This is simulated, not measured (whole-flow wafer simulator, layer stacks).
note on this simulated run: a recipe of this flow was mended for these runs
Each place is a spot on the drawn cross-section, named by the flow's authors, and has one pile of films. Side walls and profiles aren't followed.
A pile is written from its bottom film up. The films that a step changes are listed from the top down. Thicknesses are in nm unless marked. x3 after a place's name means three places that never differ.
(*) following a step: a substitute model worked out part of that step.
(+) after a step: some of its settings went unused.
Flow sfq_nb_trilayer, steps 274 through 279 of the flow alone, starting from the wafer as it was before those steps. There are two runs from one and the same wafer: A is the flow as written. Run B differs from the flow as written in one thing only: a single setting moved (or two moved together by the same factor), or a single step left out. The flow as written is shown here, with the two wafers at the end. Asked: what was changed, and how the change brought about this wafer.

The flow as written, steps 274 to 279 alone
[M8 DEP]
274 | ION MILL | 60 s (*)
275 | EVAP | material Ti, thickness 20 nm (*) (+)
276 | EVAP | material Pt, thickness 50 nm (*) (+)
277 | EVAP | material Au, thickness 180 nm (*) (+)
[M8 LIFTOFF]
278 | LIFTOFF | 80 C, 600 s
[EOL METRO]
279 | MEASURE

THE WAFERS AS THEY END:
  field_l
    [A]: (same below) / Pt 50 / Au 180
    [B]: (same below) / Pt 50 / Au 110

Cause: step 277, EVAP: thickness 110 nm was run, whereas the flow has thickness 180 nm.
The wafer lets one read it off: field_l has Au 110, and step 277 as written asks for 180 nm.

Step by step, how the change led to this:
  277 | EVAP | material Au, thickness 180 nm (*) (+)
      field_l, v_sur x3, via_wl x2 and 100 more: A Au gains 180 (new film) | B Au gains 110 (new film)
  278 | LIFTOFF | 80 C, 600 s
      p4_fl x5, p4_w1 x9, p3_s0 x11 and 49 more: A Au loses 180 (all of it), Pt loses 50 (all of it), Ti loses 20 (all of it), KrF-resist-other-grade loses 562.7 (all of it), lift-off-underlayer loses 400 (all of it) | B Au loses 110 (all of it), Pt loses 50 (all of it), Ti loses 20 (all of it), KrF-resist-other-grade loses 562.7 (all of it), lift-off-underlayer loses 400 (all of it)
      r_sur, res, r_end: A Au loses 180 (all of it), Pt loses 50 (all of it), Ti loses 20 (all of it), KrF-resist-other-grade loses 559.9 (all of it), lift-off-underlayer loses 399.5 (all of it) | B Au loses 110 (all of it), Pt loses 50 (all of it), Ti loses 20 (all of it), KrF-resist-other-grade loses 559.9 (all of it), lift-off-underlayer loses 399.5 (all of it)
      (also at 18 further places)
